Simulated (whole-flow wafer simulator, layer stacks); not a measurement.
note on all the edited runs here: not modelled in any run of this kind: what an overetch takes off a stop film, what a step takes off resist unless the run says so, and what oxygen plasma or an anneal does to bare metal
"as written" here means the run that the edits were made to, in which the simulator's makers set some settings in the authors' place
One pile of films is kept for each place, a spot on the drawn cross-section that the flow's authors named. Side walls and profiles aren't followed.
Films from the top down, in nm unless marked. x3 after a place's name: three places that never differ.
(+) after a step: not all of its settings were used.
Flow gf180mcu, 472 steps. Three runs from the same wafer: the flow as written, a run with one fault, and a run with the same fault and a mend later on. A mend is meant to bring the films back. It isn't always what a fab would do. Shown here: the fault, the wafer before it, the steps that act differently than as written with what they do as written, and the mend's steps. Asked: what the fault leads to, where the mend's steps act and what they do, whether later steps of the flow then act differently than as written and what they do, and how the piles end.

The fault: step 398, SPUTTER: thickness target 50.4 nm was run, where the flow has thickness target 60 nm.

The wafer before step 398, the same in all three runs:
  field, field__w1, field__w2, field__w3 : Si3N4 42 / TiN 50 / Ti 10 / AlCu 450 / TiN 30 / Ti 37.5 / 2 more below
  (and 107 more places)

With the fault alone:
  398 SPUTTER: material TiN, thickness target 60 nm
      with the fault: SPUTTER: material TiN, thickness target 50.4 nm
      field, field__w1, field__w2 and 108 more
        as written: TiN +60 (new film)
        with the fault: TiN +50.4 (new film)
  Later steps of the flow that act differently than as written (9 more steps differ only slightly, by at most 2% or 0.5 nm, whichever is larger, and aren't shown):
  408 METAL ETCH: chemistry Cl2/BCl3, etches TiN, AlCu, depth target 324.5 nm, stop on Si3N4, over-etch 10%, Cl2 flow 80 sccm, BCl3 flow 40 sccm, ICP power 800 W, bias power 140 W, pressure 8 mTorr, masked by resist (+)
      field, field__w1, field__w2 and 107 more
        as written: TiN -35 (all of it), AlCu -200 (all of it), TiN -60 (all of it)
        with the fault: TiN -35 (all of it), AlCu -200 (all of it), TiN -50.4 (all of it)
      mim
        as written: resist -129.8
        with the fault: resist -125.6
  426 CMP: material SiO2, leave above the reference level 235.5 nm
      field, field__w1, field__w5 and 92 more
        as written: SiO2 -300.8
        with the fault: SiO2 -310.4
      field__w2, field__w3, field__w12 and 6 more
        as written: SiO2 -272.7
        with the fault: SiO2 -282.3
  At the end the piles differ from the flow's by more than 2% or 0.5 nm, whichever is larger, at mim.
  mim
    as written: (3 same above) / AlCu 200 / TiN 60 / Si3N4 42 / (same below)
    with the fault: (3 same above) / AlCu 200 / TiN 50.4 / Si3N4 42 / (same below)

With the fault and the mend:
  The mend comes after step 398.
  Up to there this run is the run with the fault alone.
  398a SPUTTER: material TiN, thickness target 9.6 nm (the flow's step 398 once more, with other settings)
      field, field__w1, field__w2 and 108 more
        TiN +9.6
  No later step of the flow acts differently than as written at any place that is followed.
  At the end the piles are the same as the flow's at every place that both follow.
